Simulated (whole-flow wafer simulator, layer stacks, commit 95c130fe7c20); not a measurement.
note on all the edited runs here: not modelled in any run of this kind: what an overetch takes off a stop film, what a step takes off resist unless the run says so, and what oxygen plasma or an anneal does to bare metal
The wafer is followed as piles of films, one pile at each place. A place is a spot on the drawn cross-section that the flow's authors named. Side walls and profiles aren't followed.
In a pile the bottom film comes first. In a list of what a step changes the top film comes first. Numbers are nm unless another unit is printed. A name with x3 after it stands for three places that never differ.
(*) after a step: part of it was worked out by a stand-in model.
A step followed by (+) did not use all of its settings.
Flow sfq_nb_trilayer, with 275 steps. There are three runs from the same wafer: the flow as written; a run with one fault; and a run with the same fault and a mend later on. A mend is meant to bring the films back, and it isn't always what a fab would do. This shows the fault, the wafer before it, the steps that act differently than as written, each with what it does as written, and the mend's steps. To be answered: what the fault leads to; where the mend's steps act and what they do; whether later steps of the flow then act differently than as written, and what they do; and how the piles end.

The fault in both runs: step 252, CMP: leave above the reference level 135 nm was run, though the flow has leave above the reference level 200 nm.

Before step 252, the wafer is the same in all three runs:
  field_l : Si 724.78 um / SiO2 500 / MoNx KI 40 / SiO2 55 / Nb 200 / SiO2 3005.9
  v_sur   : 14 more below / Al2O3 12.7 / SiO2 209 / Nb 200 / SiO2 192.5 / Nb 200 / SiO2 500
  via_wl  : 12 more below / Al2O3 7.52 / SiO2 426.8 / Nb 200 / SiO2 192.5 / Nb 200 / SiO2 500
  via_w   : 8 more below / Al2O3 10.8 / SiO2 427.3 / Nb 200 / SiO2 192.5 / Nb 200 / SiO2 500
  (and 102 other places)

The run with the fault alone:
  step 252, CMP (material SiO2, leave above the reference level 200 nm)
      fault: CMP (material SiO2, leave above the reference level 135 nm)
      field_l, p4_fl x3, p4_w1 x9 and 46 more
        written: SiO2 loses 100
        fault: SiO2 loses 165
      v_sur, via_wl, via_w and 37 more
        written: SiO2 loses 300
        fault: SiO2 loses 365
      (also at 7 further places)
  Steps later in the flow that act otherwise than as written (4 more steps, not shown, differ only slightly: by at most 2% or 0.5 nm, whichever is larger):
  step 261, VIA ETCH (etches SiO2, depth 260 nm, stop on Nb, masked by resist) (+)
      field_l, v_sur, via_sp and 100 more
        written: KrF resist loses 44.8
        fault: KrF resist loses 34.9
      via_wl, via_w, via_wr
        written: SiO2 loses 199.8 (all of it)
        fault: SiO2 loses 134.8 (all of it)
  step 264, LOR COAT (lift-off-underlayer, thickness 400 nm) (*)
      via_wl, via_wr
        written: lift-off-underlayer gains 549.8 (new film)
        fault: lift-off-underlayer gains 501.1 (new film)
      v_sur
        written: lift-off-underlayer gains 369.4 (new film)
        fault: lift-off-underlayer gains 379.4 (new film)
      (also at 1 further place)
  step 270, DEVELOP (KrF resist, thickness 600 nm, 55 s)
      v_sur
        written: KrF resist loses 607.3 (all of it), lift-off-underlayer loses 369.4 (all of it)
        fault: KrF resist loses 604.5 (all of it), lift-off-underlayer loses 379.4 (all of it)
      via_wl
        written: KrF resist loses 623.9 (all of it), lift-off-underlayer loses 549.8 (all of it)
        fault: KrF resist loses 615.7 (all of it), lift-off-underlayer loses 501.1 (all of it)
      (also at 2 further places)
  At field_l, v_sur, via_sp and 100 more, the piles at the end differ from the flow's by more than 2% or 0.5 nm, whichever is larger.
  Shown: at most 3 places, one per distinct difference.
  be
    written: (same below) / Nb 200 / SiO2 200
    fault: (same below) / Nb 200 / SiO2 135
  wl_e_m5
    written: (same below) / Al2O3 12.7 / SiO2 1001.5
    fault: (same below) / Al2O3 12.7 / SiO2 936.5
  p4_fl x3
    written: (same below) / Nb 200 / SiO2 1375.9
    fault: (same below) / Nb 200 / SiO2 1310.9

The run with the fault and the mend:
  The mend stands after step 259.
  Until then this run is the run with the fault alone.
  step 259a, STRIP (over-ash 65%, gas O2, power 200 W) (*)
      field_l, v_sur, via_sp and 100 more
        KrF resist loses 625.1 (all of it), anti-reflective coat loses 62 (all of it)
      via_wl, via_w, via_wr
        anti-reflective coat loses 62 (all of it)
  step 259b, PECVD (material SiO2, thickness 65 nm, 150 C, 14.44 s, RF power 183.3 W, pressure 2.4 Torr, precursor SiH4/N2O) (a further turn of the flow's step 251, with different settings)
      field_l, v_sur, via_wl and 103 more
        SiO2 gains 65
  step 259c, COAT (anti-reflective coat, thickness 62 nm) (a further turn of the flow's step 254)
      field_l, v_sur, via_wl and 103 more
        anti-reflective coat gains 62 (new film)
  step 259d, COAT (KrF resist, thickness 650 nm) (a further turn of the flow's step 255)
      field_l, v_sur, via_wl and 103 more
        KrF resist gains 650 (new film)
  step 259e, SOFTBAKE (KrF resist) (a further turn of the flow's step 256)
      does not change any film at any place that is followed
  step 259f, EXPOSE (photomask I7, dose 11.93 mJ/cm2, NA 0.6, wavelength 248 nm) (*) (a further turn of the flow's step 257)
      does not change any film at any place that is followed
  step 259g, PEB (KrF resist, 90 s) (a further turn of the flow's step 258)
      field_l, v_sur, via_wl and 103 more
        KrF resist loses 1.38
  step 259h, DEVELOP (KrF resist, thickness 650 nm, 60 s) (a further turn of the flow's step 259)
      field_l, v_sur, via_sp and 100 more
        KrF resist loses 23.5
      via_wl, via_w, via_wr
        KrF resist loses 648.6 (all of it)
  Every later step of the flow that is run acts as written at every place that is followed.
  The piles end the same as the flow's at every place that both follow.
